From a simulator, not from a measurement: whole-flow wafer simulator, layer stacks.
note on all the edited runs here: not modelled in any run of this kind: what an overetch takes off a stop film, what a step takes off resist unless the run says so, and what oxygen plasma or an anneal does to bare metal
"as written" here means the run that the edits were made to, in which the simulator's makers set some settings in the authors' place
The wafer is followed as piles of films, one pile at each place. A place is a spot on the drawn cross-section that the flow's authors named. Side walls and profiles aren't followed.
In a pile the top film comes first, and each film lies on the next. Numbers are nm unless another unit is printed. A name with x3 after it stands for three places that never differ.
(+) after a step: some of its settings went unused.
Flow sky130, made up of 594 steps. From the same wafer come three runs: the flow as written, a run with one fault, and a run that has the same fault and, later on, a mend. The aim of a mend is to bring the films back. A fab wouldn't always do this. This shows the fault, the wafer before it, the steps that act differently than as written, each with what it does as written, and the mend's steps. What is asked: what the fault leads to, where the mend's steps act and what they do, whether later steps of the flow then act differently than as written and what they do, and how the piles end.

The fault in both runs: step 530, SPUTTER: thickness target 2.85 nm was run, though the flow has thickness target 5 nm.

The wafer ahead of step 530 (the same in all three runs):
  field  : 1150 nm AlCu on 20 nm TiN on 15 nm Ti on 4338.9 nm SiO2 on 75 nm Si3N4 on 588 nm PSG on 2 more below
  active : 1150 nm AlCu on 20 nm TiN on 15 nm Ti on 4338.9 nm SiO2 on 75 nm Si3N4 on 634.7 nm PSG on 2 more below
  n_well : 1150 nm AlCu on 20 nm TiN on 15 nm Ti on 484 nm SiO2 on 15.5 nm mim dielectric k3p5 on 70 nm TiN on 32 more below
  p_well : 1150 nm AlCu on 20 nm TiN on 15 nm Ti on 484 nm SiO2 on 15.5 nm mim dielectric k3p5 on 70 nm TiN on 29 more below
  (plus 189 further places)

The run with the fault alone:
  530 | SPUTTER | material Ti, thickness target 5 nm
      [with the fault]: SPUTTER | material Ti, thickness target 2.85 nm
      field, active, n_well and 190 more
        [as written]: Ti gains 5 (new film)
        [with the fault]: Ti gains 2.85 (new film)
  Steps later in the flow that act otherwise than as written (21 more steps, not shown, differ only slightly: by at most 2% or 0.5 nm, whichever is larger):
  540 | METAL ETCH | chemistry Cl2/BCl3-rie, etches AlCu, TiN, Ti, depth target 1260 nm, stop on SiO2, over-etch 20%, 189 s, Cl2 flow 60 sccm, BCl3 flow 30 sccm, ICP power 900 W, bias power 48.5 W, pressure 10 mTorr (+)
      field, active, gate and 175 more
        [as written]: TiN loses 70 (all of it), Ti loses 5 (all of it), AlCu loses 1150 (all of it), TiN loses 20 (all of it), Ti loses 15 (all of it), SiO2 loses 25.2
        [with the fault]: TiN loses 70 (all of it), Ti loses 2.85 (all of it), AlCu loses 1150 (all of it), TiN loses 20 (all of it), Ti loses 15 (all of it), SiO2 loses 25.4
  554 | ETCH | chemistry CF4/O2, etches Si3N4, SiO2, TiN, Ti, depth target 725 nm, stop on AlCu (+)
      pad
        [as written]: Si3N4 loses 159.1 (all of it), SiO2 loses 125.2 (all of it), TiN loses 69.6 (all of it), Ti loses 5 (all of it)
        [with the fault]: Si3N4 loses 159.1 (all of it), SiO2 loses 125.2 (all of it), TiN loses 69.6 (all of it), Ti loses 2.85 (all of it)
  By the end, the piles at n_well, p_well, sd_n and 11 more depart from the flow's by more than 2% or 0.5 nm, whichever is larger.
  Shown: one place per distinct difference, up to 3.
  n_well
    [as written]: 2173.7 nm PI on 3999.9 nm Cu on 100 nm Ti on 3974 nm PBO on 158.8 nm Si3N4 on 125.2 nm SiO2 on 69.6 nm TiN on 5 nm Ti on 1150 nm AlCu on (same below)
    [with the fault]: 2173.9 nm PI on 3999.9 nm Cu on 100 nm Ti on 3975.6 nm PBO on 158.8 nm Si3N4 on 125.2 nm SiO2 on 69.6 nm TiN on 2.85 nm Ti on 1150 nm AlCu on (same below)
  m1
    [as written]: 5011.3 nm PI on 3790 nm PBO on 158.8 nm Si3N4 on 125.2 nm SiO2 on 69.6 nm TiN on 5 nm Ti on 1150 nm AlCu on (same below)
    [with the fault]: 5011.4 nm PI on 3791.8 nm PBO on 158.8 nm Si3N4 on 125.2 nm SiO2 on 69.6 nm TiN on 2.85 nm Ti on 1150 nm AlCu on (same below)
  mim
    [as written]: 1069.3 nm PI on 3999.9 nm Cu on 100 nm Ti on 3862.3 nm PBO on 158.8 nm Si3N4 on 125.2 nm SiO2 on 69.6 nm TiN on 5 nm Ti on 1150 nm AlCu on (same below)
    [with the fault]: 1069.5 nm PI on 3999.9 nm Cu on 100 nm Ti on 3863.9 nm PBO on 158.8 nm Si3N4 on 125.2 nm SiO2 on 69.6 nm TiN on 2.85 nm Ti on 1150 nm AlCu on (same below)

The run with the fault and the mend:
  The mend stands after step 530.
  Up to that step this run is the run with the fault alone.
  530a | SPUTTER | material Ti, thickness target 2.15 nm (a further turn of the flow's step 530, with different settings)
      field, active, n_well and 190 more
        Ti gains 2.15
  Every later step of the flow that is run acts as written at every place that is followed.
  By the end, the piles equal the flow's at every place that both follow.
